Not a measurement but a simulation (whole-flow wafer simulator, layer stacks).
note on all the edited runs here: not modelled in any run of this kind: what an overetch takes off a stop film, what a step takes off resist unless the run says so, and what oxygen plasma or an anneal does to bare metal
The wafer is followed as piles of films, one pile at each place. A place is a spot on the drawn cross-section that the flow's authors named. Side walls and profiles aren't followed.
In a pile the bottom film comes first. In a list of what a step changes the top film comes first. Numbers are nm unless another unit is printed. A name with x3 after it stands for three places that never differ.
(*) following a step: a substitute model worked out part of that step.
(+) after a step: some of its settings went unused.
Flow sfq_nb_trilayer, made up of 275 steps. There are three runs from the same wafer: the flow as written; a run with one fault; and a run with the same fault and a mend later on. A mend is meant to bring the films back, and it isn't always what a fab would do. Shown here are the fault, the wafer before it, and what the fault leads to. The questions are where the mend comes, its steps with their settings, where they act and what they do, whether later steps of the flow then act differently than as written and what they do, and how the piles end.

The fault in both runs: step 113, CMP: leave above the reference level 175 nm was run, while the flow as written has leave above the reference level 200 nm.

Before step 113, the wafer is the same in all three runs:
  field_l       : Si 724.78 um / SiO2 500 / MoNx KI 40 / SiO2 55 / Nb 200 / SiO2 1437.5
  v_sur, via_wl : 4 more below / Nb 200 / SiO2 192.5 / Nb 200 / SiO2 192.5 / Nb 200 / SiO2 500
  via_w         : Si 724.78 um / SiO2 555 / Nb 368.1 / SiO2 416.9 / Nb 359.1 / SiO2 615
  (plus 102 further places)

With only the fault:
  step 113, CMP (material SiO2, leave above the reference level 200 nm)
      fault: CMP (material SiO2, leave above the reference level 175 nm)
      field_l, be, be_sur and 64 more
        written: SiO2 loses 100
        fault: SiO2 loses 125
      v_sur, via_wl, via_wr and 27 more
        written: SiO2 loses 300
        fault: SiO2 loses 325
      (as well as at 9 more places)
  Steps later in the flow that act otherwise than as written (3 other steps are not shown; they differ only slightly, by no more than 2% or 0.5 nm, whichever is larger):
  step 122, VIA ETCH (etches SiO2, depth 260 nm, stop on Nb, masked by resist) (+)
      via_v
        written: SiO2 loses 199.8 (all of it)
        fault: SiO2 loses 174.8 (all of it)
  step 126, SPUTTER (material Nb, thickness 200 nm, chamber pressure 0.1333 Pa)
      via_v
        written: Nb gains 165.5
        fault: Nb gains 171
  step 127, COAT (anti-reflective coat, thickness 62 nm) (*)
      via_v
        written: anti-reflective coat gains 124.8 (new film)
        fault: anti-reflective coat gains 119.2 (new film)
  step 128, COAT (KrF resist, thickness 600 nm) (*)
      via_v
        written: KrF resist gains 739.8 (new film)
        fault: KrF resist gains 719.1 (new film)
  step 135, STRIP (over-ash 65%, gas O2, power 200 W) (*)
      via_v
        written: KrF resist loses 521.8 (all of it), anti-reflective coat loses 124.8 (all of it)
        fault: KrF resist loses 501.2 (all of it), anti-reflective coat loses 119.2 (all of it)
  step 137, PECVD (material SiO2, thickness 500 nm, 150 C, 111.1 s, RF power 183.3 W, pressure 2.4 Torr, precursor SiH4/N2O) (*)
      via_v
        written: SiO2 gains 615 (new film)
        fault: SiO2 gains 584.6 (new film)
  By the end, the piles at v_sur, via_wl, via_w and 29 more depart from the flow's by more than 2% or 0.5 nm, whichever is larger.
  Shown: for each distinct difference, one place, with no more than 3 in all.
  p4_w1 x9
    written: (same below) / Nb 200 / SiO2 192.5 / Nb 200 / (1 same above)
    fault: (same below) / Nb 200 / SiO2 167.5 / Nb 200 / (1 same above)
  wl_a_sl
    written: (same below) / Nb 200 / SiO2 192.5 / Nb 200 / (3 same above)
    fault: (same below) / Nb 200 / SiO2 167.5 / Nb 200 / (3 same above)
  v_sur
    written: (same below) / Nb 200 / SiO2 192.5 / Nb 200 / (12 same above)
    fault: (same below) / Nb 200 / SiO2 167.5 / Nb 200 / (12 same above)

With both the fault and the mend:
  After step 114 comes the mend.
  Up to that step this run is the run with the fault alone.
  step 114a, PECVD (material SiO2, thickness 25 nm, 150 C, 5.556 s, RF power 183.3 W, pressure 2.4 Torr, precursor SiH4/N2O) (the flow's step 112, run once more with other settings)
      field_l, v_sur, via_wl and 103 more
        SiO2 gains 25
  Later steps of the flow that are run all act as written at every place that is followed, up to a difference of at most 2% or 0.5 nm, whichever is larger.
  At every place that both follow, the piles at the end match the flow's.
